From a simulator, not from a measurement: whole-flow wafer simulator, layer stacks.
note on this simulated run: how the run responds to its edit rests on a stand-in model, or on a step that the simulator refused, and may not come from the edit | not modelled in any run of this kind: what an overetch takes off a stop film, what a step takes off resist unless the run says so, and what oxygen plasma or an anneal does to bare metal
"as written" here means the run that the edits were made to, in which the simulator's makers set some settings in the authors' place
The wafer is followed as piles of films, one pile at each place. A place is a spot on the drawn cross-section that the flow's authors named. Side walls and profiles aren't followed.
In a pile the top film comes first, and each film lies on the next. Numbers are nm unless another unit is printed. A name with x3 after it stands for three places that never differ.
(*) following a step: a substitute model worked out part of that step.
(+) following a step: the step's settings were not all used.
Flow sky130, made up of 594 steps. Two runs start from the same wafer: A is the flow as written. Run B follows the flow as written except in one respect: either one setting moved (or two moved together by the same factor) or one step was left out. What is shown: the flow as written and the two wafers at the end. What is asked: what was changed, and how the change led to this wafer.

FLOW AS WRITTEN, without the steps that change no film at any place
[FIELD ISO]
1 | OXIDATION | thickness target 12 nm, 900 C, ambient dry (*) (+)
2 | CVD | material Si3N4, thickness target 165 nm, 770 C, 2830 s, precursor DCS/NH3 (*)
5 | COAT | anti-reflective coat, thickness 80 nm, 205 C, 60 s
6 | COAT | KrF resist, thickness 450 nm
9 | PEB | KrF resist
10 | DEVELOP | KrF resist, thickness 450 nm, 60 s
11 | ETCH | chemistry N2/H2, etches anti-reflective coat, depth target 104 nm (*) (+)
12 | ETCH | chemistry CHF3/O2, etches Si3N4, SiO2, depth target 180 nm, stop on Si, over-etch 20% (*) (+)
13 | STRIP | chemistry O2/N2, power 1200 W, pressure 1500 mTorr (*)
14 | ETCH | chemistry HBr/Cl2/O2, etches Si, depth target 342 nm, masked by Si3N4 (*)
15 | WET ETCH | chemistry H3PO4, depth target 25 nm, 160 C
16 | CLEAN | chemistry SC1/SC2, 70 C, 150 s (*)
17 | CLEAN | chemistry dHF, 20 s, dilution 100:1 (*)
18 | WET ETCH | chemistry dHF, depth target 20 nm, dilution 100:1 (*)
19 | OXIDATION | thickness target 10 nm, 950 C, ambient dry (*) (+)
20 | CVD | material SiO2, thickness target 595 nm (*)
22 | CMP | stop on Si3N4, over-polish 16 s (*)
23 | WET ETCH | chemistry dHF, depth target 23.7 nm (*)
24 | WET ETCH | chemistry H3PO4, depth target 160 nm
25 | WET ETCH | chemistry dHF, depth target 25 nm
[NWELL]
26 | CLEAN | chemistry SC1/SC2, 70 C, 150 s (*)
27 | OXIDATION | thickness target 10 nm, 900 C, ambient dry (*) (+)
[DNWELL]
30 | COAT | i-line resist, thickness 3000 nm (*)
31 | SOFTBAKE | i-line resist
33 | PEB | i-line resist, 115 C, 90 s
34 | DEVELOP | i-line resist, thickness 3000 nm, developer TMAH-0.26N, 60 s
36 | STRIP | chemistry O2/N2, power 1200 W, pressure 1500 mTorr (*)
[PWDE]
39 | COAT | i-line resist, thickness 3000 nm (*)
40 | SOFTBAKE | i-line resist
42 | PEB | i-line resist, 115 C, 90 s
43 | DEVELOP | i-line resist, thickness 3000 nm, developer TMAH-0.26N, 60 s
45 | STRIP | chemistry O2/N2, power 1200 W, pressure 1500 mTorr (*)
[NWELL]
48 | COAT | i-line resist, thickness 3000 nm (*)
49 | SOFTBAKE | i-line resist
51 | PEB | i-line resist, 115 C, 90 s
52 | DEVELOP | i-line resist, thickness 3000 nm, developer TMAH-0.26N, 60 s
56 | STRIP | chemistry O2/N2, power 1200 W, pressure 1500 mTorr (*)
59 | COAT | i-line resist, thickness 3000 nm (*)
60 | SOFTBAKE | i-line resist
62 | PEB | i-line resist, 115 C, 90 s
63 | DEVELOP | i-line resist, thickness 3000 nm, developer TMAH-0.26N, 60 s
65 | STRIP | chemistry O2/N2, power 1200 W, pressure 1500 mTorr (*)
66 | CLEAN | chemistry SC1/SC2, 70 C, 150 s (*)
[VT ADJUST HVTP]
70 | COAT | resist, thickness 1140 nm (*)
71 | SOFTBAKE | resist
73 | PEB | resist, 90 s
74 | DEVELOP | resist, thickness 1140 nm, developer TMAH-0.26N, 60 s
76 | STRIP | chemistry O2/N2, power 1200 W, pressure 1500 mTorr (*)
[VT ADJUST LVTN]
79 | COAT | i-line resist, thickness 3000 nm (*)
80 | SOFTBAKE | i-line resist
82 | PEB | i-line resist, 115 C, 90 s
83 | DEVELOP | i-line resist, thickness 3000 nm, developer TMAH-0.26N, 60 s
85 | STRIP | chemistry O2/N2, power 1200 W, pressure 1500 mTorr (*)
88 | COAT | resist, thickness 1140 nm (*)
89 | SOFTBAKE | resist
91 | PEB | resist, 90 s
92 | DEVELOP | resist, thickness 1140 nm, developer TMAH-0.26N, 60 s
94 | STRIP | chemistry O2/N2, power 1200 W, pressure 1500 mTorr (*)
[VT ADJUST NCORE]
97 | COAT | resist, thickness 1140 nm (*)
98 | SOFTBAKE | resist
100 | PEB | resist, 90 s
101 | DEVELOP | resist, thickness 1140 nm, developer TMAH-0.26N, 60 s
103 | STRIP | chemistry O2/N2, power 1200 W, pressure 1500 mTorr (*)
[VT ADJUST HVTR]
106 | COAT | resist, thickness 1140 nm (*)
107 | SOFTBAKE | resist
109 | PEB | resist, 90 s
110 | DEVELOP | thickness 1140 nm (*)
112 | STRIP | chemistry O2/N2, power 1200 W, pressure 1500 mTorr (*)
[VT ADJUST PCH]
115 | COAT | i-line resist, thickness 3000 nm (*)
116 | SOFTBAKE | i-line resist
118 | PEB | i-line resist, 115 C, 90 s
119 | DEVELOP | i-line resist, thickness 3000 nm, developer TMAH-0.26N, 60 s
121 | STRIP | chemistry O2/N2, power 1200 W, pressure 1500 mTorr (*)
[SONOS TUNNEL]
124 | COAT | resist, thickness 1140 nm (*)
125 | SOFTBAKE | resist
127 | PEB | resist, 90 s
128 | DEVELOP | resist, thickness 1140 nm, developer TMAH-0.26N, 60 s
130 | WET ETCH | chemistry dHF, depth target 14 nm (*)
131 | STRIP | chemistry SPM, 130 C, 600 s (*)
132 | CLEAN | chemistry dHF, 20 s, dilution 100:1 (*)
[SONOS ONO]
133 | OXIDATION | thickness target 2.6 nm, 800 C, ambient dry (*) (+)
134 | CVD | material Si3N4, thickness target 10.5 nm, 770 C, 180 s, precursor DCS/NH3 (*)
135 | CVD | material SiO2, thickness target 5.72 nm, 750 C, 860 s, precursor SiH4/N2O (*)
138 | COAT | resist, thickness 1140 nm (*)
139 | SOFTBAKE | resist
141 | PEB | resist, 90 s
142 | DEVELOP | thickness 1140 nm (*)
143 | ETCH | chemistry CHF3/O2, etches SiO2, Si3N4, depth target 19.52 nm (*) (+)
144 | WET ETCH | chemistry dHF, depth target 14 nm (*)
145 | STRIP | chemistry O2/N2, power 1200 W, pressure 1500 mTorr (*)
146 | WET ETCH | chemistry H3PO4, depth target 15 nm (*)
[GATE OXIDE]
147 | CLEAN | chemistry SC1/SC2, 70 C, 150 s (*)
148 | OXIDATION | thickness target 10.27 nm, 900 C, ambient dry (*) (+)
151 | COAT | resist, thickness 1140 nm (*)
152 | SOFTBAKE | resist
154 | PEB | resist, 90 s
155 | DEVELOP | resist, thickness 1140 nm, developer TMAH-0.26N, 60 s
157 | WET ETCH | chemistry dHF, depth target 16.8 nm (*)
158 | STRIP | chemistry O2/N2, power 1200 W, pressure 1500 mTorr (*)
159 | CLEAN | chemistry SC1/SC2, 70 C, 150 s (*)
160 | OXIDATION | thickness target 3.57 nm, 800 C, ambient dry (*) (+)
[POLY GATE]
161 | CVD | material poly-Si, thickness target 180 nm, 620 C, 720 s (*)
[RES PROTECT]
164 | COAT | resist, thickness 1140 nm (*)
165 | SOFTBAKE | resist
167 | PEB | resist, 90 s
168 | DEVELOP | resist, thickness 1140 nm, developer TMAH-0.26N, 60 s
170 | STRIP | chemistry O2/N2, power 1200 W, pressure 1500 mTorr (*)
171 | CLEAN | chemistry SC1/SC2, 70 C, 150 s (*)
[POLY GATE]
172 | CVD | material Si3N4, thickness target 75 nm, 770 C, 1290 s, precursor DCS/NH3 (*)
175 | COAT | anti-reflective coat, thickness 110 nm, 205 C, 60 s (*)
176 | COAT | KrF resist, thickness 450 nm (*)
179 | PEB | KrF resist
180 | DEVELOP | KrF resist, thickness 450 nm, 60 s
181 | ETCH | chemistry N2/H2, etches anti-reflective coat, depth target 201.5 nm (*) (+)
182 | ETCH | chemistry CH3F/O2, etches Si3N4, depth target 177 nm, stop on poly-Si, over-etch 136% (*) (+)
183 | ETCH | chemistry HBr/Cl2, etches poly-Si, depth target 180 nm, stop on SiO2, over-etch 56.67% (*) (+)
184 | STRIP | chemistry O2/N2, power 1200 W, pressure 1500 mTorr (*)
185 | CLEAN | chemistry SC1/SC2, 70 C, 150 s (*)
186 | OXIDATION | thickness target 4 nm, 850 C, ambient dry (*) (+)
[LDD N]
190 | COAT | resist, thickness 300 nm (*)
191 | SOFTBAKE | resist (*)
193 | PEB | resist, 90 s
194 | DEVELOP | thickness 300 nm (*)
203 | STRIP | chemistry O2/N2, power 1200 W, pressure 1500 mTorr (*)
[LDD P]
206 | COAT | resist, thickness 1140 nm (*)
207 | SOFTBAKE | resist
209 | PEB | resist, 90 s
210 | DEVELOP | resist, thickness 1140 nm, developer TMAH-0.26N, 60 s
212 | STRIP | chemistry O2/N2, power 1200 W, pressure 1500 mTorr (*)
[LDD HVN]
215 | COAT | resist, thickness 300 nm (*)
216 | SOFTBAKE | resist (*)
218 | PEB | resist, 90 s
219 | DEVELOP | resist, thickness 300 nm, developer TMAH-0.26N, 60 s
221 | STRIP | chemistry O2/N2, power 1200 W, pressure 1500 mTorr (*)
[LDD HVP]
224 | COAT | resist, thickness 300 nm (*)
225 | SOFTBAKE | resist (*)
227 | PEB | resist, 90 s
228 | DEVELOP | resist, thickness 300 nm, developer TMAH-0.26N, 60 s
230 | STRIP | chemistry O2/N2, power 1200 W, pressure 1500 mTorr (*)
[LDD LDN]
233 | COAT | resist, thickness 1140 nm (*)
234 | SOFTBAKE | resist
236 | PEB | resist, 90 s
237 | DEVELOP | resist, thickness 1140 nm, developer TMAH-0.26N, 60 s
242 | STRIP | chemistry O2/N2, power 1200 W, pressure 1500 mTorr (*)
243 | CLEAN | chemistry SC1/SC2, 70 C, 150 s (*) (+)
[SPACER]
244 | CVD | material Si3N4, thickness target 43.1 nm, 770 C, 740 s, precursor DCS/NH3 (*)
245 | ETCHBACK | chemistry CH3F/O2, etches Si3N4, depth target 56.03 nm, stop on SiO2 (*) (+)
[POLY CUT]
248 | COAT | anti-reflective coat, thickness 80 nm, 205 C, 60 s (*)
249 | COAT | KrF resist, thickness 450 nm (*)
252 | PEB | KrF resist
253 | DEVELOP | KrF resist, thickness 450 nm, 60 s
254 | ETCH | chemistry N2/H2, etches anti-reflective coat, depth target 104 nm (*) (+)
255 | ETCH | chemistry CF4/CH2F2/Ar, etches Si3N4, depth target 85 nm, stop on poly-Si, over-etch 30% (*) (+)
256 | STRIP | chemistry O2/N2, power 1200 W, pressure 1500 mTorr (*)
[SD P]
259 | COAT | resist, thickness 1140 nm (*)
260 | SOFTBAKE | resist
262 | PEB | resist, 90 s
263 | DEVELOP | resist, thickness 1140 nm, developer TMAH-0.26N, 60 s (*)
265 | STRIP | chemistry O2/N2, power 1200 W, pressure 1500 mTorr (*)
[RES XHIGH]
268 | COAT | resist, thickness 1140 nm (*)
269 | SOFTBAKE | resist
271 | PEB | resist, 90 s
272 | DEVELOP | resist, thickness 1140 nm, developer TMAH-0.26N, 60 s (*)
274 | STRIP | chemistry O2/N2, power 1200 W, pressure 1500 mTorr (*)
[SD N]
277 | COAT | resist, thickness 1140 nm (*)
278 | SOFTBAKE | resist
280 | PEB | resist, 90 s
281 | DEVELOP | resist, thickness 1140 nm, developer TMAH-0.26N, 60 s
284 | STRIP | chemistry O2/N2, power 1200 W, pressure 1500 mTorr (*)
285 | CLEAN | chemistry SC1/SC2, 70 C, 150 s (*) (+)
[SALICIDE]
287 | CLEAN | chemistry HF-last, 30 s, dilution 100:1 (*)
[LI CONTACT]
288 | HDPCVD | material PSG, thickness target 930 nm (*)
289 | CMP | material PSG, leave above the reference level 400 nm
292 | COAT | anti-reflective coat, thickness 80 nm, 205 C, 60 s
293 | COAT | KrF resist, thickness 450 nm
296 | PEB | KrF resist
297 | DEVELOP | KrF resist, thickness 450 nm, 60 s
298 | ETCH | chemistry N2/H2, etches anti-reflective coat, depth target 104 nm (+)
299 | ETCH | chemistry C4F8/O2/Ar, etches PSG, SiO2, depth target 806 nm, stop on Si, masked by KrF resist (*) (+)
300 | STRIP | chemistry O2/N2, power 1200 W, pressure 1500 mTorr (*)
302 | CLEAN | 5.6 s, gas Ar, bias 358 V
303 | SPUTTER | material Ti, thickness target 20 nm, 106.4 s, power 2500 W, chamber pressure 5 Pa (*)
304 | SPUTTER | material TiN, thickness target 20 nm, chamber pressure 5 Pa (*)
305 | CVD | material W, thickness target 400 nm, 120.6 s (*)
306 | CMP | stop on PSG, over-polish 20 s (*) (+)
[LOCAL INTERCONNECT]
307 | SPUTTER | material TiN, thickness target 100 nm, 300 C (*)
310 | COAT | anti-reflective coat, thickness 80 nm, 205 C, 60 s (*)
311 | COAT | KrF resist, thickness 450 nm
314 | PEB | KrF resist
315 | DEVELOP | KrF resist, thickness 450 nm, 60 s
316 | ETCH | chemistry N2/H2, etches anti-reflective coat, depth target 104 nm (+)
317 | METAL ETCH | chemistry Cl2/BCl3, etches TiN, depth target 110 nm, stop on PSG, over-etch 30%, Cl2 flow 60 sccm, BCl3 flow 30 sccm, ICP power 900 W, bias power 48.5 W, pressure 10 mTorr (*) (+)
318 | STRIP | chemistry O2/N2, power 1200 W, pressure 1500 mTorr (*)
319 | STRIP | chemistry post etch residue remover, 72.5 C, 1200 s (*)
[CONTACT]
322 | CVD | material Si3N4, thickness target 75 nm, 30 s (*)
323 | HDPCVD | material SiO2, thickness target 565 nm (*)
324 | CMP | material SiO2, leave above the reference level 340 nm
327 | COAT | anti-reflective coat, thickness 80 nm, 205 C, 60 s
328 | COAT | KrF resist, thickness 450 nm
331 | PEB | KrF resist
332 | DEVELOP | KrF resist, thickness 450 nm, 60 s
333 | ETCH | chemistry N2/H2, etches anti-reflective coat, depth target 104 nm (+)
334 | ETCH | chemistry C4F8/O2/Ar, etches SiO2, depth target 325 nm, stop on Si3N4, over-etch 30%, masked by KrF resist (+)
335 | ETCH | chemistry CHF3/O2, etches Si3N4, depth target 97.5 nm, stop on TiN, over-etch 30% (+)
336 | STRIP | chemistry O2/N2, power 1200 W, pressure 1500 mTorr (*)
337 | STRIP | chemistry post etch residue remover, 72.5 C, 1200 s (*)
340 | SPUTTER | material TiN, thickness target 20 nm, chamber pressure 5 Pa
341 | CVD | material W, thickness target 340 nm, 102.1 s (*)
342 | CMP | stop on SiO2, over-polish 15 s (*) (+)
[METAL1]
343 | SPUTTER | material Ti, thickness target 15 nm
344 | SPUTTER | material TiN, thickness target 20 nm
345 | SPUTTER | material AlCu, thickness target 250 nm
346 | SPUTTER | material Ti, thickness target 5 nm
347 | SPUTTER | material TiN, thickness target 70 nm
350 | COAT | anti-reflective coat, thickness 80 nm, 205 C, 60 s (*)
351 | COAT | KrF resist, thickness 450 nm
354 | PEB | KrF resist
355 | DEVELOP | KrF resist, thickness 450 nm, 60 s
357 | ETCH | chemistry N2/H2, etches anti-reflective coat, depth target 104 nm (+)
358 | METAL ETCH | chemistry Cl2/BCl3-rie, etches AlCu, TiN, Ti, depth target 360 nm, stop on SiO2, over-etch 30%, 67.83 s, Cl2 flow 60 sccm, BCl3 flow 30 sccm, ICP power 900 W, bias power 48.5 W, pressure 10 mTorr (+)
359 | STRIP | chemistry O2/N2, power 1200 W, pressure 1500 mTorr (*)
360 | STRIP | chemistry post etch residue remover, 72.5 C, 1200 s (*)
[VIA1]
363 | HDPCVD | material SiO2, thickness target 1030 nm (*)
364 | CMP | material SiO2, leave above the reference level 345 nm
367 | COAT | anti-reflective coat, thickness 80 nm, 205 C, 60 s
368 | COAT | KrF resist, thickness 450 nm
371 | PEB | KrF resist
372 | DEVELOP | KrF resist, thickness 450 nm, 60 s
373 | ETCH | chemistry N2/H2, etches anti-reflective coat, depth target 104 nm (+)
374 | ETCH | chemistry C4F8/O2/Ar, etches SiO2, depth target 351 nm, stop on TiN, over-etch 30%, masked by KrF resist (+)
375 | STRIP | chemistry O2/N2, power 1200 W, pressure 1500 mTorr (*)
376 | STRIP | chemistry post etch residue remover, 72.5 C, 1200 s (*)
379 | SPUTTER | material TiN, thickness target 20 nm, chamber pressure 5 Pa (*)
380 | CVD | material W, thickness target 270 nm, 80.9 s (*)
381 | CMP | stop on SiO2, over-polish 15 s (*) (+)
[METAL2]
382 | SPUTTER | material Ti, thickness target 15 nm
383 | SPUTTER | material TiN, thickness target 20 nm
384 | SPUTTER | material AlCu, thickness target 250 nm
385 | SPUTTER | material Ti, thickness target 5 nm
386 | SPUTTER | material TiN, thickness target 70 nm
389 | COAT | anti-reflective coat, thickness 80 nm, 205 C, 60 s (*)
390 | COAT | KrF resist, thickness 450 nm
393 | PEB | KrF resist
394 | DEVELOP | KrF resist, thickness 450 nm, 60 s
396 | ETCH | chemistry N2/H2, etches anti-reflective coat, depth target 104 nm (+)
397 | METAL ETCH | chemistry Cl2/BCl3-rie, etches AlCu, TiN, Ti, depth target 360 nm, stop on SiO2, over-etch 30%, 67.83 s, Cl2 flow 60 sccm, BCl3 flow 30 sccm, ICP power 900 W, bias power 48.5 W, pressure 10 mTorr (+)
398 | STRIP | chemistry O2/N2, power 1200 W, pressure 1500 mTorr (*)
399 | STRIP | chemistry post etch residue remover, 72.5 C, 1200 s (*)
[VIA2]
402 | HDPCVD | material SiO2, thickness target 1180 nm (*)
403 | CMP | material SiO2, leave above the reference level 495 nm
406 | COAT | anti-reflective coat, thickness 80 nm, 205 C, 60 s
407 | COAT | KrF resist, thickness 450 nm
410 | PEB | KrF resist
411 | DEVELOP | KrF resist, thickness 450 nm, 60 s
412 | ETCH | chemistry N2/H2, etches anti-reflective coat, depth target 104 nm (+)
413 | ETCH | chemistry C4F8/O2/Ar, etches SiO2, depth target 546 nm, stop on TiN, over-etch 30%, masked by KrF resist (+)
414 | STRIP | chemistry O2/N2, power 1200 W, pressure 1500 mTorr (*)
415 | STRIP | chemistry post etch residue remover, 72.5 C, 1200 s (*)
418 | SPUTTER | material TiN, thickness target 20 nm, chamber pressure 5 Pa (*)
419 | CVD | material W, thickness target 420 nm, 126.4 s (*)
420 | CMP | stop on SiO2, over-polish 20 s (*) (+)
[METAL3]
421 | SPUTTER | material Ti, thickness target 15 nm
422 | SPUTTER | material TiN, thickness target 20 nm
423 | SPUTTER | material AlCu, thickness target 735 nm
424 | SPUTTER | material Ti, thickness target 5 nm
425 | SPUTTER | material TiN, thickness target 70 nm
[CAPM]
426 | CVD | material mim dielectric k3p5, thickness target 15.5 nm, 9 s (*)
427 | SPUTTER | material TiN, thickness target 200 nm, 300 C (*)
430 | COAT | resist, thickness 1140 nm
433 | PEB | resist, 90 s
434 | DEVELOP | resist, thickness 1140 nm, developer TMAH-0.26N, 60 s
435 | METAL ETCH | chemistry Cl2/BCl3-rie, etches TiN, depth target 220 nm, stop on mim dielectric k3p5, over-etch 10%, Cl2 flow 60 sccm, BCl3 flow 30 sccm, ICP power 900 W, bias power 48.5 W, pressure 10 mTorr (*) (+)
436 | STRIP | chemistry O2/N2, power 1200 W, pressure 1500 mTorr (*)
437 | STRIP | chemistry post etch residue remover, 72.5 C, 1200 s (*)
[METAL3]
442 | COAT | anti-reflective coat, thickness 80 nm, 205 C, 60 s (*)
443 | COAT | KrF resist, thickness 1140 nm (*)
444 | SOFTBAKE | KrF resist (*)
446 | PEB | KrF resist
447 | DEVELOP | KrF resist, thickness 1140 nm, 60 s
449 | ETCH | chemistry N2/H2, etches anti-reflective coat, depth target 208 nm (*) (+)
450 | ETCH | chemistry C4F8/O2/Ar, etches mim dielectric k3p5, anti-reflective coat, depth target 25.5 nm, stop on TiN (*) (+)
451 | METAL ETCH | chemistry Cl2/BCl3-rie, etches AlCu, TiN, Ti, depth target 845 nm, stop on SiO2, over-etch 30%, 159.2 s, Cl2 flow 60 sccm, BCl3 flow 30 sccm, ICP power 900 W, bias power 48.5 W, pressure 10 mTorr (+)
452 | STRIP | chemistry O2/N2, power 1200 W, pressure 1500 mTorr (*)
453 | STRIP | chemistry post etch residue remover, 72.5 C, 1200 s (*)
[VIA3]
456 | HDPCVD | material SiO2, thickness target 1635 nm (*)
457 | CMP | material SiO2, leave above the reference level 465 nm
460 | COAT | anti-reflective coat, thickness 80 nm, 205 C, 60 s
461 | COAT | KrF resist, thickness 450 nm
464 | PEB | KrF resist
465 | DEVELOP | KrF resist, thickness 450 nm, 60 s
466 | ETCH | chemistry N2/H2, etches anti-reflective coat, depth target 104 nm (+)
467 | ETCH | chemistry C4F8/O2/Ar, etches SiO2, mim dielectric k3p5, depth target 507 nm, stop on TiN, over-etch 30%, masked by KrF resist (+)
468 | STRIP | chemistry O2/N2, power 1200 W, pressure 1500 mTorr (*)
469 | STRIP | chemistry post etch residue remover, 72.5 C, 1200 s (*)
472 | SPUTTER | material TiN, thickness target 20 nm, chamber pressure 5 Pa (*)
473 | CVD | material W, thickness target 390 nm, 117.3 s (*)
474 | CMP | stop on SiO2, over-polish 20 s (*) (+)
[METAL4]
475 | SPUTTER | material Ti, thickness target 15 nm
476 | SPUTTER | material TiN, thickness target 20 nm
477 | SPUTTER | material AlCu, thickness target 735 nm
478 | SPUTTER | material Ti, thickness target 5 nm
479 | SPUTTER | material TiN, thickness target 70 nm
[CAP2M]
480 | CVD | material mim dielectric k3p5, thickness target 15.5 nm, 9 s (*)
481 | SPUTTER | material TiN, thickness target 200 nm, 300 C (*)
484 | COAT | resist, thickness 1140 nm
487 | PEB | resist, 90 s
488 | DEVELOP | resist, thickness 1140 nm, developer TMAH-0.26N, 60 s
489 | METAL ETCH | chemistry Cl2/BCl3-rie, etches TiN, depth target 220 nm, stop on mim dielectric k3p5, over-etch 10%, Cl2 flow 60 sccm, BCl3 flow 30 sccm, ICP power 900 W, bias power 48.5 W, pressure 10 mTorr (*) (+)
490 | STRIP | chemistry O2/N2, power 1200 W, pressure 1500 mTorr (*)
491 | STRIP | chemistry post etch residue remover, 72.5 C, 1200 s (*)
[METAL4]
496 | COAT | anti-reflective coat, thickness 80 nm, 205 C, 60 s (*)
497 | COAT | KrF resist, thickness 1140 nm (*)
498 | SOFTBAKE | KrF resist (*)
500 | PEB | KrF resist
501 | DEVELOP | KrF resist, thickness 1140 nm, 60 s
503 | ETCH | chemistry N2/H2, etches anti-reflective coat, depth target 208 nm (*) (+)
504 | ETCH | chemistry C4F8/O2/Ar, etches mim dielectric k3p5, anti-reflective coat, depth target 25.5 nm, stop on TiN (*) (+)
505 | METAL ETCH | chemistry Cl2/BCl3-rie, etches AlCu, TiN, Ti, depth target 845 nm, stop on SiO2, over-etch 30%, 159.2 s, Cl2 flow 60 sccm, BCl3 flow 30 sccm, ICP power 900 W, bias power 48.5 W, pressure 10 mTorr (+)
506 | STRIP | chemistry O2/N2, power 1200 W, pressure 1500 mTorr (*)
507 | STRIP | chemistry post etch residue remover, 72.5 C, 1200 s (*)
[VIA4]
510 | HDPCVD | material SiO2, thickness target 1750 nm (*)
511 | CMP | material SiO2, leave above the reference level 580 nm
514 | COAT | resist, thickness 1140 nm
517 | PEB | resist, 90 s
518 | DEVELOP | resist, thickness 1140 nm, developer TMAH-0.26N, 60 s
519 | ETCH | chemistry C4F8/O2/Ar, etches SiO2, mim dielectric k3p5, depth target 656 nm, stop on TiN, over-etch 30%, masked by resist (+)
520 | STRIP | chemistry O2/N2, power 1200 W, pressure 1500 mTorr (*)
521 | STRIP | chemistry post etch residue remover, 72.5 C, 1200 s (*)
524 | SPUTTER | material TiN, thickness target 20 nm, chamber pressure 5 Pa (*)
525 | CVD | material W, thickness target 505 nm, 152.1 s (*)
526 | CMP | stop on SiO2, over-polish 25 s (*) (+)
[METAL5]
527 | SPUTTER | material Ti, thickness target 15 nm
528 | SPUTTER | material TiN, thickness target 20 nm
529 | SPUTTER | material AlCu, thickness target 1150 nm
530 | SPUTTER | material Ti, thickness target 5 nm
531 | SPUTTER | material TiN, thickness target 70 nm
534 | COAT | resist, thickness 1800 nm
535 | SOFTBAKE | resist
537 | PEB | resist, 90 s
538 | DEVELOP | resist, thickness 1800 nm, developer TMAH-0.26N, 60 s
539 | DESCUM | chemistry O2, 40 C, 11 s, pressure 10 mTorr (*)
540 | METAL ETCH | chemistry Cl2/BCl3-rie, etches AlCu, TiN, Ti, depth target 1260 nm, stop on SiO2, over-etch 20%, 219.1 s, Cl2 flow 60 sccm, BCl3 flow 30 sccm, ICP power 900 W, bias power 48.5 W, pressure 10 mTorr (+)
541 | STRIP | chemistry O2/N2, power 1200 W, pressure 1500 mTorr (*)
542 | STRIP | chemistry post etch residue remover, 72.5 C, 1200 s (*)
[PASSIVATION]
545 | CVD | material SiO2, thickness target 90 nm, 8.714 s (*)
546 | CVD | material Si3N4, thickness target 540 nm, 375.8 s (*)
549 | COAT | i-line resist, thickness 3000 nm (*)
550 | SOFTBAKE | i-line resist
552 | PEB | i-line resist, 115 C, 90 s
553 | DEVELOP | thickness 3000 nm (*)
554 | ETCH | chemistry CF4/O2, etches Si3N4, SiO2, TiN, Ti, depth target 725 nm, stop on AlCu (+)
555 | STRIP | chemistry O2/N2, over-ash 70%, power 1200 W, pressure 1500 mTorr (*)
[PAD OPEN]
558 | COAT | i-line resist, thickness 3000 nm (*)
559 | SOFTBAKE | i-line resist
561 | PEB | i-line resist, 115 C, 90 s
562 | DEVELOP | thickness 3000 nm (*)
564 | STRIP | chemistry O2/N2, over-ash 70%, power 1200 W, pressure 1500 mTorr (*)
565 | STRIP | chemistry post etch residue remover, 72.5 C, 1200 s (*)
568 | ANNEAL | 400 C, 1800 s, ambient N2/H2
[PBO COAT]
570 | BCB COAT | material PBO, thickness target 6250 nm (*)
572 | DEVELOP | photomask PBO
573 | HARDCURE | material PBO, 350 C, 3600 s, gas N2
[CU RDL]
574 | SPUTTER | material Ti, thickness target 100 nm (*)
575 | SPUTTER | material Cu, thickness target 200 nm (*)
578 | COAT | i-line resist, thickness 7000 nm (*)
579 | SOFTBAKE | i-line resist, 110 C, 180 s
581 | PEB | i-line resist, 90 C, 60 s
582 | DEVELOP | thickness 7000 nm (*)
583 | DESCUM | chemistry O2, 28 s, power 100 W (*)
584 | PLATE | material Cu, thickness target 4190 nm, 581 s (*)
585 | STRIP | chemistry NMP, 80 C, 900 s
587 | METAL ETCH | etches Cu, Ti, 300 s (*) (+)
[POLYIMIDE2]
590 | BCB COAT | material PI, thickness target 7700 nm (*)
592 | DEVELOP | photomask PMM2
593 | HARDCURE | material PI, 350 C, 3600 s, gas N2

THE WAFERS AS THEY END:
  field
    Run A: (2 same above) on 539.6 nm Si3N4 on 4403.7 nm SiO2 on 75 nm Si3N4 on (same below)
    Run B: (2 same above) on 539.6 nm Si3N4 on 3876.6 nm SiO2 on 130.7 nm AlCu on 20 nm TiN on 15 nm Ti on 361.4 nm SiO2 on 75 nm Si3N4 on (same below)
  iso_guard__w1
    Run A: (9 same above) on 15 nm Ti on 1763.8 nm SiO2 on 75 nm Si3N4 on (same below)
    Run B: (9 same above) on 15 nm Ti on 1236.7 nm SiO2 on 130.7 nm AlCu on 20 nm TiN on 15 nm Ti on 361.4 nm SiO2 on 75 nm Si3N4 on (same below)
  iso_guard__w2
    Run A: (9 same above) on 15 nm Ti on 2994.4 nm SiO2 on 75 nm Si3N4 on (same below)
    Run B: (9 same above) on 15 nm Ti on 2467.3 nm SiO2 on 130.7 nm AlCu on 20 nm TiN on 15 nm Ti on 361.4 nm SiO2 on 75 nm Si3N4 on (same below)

What caused this: step 358, METAL ETCH: depth target 144 nm was run, though the flow has depth target 360 nm.

Step by step, how the change led to this:
  358 | METAL ETCH | chemistry Cl2/BCl3-rie, etches AlCu, TiN, Ti, depth target 360 nm, stop on SiO2, over-etch 30%, 67.83 s, Cl2 flow 60 sccm, BCl3 flow 30 sccm, ICP power 900 W, bias power 48.5 W, pressure 10 mTorr (+)
      field, active, gate and 81 more: A -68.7 TiN (all of it), -5 Ti (all of it), -250 AlCu (all of it), -20 TiN (all of it), -15 Ti (all of it), -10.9 SiO2 | B -68.7 TiN (all of it), -5 Ti (all of it), -113.5 AlCu
      n_well, p_well, gate_hv and 104 more: A -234 KrF resist | B -93.6 KrF resist
  359 | STRIP | chemistry O2/N2, power 1200 W, pressure 1500 mTorr (*)
      n_well, p_well, gate_hv and 100 more: A -141.4 KrF resist (all of it), -80 anti-reflective coat (all of it) | B -281.8 KrF resist (all of it), -80 anti-reflective coat (all of it)
      poly_licon, rpo_hd_licon: A -141.5 KrF resist (all of it), -80.4 anti-reflective coat (all of it) | B -281.9 KrF resist (all of it), -80.4 anti-reflective coat (all of it)
      (also at 2 further places)
  360 | STRIP | chemistry post etch residue remover, 72.5 C, 1200 s (*)
      field, active, gate and 81 more: A nothing | B -5.72 AlCu
  363 | HDPCVD | material SiO2, thickness target 1030 nm (*)
      field, active, gate and 81 more: A +1030 SiO2 | B +1030 SiO2 (new film)
  364 | CMP | material SiO2, leave above the reference level 345 nm
      field, active, gate and 81 more: A -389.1 SiO2 | B -565.7 SiO2
Taking metal films that touch as one body, field has 1 body; the flow as written gives 0 bodies.
Taking metal films that touch as one body, iso_guard__w1 has 2 bodies (between them, from the top down: SiO2 1236.7); the flow as written gives 1 body.
Taking metal films that touch as one body, iso_guard__w2 has 2 bodies (between them, from the top down: SiO2 2467.3); the flow as written gives 1 body.
